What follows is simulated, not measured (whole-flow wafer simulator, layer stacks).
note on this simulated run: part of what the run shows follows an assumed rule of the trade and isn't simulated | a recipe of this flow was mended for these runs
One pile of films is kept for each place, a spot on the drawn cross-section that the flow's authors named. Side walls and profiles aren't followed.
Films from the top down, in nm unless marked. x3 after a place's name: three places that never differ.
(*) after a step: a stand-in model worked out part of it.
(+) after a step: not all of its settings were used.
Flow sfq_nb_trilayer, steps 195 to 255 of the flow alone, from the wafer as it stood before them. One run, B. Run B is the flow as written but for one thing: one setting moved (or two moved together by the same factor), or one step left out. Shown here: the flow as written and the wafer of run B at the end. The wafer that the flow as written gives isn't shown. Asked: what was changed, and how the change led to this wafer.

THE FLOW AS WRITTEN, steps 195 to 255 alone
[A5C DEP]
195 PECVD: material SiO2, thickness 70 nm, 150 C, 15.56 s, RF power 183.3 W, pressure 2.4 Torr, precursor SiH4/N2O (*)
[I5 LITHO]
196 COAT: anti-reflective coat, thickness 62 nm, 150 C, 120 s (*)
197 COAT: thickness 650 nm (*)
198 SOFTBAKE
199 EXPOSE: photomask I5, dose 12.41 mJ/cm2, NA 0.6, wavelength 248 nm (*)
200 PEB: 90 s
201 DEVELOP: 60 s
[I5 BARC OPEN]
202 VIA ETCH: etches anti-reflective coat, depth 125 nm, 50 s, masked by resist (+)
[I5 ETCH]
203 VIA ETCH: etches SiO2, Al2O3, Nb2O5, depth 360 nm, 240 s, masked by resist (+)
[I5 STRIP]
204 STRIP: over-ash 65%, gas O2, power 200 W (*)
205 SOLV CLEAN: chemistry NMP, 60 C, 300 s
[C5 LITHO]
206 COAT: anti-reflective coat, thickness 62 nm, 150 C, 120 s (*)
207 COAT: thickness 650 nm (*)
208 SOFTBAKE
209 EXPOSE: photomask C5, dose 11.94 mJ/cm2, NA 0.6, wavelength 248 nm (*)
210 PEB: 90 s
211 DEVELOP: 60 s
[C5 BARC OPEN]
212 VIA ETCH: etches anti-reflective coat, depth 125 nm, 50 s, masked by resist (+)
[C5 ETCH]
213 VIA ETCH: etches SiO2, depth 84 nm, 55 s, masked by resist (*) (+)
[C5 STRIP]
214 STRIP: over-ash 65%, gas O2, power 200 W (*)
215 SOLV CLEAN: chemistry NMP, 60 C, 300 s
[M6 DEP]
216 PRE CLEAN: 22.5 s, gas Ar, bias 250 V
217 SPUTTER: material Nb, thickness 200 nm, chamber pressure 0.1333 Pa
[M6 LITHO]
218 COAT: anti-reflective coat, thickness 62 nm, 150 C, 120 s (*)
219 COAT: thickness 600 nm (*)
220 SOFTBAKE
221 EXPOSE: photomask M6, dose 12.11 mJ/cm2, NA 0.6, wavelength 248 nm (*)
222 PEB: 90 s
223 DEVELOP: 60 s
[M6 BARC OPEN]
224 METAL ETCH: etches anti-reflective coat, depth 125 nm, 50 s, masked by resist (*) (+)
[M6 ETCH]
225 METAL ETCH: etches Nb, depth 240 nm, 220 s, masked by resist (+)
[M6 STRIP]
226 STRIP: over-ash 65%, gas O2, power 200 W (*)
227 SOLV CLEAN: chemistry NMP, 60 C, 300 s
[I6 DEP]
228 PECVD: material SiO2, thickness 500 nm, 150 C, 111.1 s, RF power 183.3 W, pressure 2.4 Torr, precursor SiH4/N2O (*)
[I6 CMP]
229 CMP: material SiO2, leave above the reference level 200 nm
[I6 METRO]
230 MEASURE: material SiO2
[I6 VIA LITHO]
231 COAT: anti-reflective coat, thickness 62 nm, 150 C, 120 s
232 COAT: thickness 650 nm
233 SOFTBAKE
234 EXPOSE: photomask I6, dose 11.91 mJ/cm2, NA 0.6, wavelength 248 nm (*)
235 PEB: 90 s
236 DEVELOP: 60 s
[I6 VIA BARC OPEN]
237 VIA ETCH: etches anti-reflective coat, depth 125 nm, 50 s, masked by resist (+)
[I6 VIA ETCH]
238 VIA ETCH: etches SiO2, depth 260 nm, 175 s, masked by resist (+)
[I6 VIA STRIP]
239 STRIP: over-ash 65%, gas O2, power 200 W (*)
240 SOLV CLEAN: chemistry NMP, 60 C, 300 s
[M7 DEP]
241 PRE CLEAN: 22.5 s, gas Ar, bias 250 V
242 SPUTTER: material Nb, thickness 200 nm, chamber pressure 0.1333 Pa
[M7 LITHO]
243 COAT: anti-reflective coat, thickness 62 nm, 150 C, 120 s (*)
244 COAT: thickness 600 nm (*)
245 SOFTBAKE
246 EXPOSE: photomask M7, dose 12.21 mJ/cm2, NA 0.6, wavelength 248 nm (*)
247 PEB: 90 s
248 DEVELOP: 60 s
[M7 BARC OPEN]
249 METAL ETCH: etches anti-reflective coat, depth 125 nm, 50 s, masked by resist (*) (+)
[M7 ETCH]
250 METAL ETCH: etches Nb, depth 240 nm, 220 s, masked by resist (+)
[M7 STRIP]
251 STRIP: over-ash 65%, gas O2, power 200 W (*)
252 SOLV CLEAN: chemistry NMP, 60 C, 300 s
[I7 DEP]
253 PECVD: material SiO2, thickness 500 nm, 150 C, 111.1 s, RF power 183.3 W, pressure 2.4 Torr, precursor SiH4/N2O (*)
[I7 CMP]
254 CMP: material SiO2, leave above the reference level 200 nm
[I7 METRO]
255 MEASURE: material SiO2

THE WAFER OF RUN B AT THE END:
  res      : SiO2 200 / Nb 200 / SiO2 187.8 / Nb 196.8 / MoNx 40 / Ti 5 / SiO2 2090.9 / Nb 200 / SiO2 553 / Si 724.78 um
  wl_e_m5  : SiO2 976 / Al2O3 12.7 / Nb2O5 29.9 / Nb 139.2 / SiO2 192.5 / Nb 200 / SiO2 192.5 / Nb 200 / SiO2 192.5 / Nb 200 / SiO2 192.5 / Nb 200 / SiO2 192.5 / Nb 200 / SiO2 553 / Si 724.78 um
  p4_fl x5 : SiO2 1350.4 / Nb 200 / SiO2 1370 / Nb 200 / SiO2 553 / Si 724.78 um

The cause: step 195, PECVD: pressure 3.84 Torr was run, where the flow has pressure 2.4 Torr.

How the change led to this, step by step:
  195 PECVD: material SiO2, thickness 70 nm, 150 C, 15.56 s, RF power 183.3 W, pressure 2.4 Torr, precursor SiH4/N2O (*)
      field_l, v_sur, via_wl and 92 more: SiO2 +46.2 (as written it would be: SiO2 +70)
      ce_l, c5j, ce_r and 8 more: SiO2 +46.2 (new film) (as written it would be: SiO2 +70 (new film))
  196 COAT: anti-reflective coat, thickness 62 nm, 150 C, 120 s (*)
      r5r_line_l, r5r_line_c, r5r_line_r: anti-reflective coat +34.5 (new film) (as written it would be: anti-reflective coat +35.5 (new film))
  203 VIA ETCH: etches SiO2, Al2O3, Nb2O5, depth 360 nm, 240 s, masked by resist (+)
      be: SiO2 -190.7 (all of it), Al2O3 -12.7 (all of it), Nb2O5 -29.9 (all of it), Nb -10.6 (as written it would be: SiO2 -214.5 (all of it), Al2O3 -12.7 (all of it), Nb2O5 -29.9 (all of it), Nb -8.57)
  204 STRIP: over-ash 65%, gas O2, power 200 W (*)
      r5r_line_l, r5r_line_c, r5r_line_r: KrF-resist-other-grade -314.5 (all of it), anti-reflective coat -34.5 (all of it) (as written it would be: KrF-resist-other-grade -314.5 (all of it), anti-reflective coat -35.5 (all of it))
  206 COAT: anti-reflective coat, thickness 62 nm, 150 C, 120 s (*)
      r5r_line_l, r5r_line_c, r5r_line_r: anti-reflective coat +34.5 (new film) (as written it would be: anti-reflective coat +35.5 (new film))
      be: anti-reflective coat +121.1 (new film) (as written it would be: anti-reflective coat +124.3 (new film))
  213 VIA ETCH: etches SiO2, depth 84 nm, 55 s, masked by resist (*) (+)
      c5j: SiO2 -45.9 (all of it), Nb -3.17 (as written it would be: SiO2 -69.7 (all of it), Nb -1.19)
      res: SiO2 -45.9 (all of it), Ti -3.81 (as written it would be: SiO2 -69.7 (all of it), Ti -1.43)
  214 STRIP: over-ash 65%, gas O2, power 200 W (*)
      r5r_line_l, r5r_line_c, r5r_line_r: KrF-resist-other-grade -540 (all of it), anti-reflective coat -34.5 (all of it) (as written it would be: KrF-resist-other-grade -540 (all of it), anti-reflective coat -35.5 (all of it))
      be: KrF-resist-other-grade -689.9 (all of it), anti-reflective coat -121.1 (all of it) (as written it would be: KrF-resist-other-grade -705.8 (all of it), anti-reflective coat -124.3 (all of it))
  216 PRE CLEAN: 22.5 s, gas Ar, bias 250 V
      res: Ti -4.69 (all of it) (as written it would be: Ti -4.53)
  217 SPUTTER: material Nb, thickness 200 nm, chamber pressure 0.1333 Pa
      be: Nb +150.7 (as written it would be: Nb +145.8)
      c5j: Nb +194.7 (as written it would be: Nb +188.4)
      (and at 1 more place)
  218 COAT: anti-reflective coat, thickness 62 nm, 150 C, 120 s (*)
      wire: anti-reflective coat +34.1 (new film) (as written it would be: anti-reflective coat +33.4 (new film))
      be: anti-reflective coat +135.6 (new film) (as written it would be: anti-reflective coat +139.6 (new film))
      (and at 10 more places)
  219 COAT: thickness 600 nm (*)
      be: KrF-resist-other-grade +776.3 (new film) (as written it would be: KrF-resist-other-grade +795.2 (new film))
  224 METAL ETCH: etches anti-reflective coat, depth 125 nm, 50 s, masked by resist (*) (+)
      field_r: anti-reflective coat -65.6 (all of it) (as written it would be: anti-reflective coat -67 (all of it))
  226 STRIP: over-ash 65%, gas O2, power 200 W (*)
      wire: KrF-resist-other-grade -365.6 (all of it), anti-reflective coat -34.1 (all of it) (as written it would be: KrF-resist-other-grade -363.9 (all of it), anti-reflective coat -33.4 (all of it))
      be: KrF-resist-other-grade -540.5 (all of it), anti-reflective coat -135.6 (all of it) (as written it would be: KrF-resist-other-grade -559.4 (all of it), anti-reflective coat -139.6 (all of it))
      (and at 9 more places)
  228 PECVD: material SiO2, thickness 500 nm, 150 C, 111.1 s, RF power 183.3 W, pressure 2.4 Torr, precursor SiH4/N2O (*)
      be: SiO2 +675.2 (new film) (as written it would be: SiO2 +702 (new film))
      c5j: SiO2 +500 (new film) (as written it would be: SiO2 +514.7 (new film))
  229 CMP: material SiO2, leave above the reference level 200 nm
      c5j: SiO2 -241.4 (as written it would be: SiO2 -228)
      res: SiO2 -304.7 (as written it would be: SiO2 -279.3)
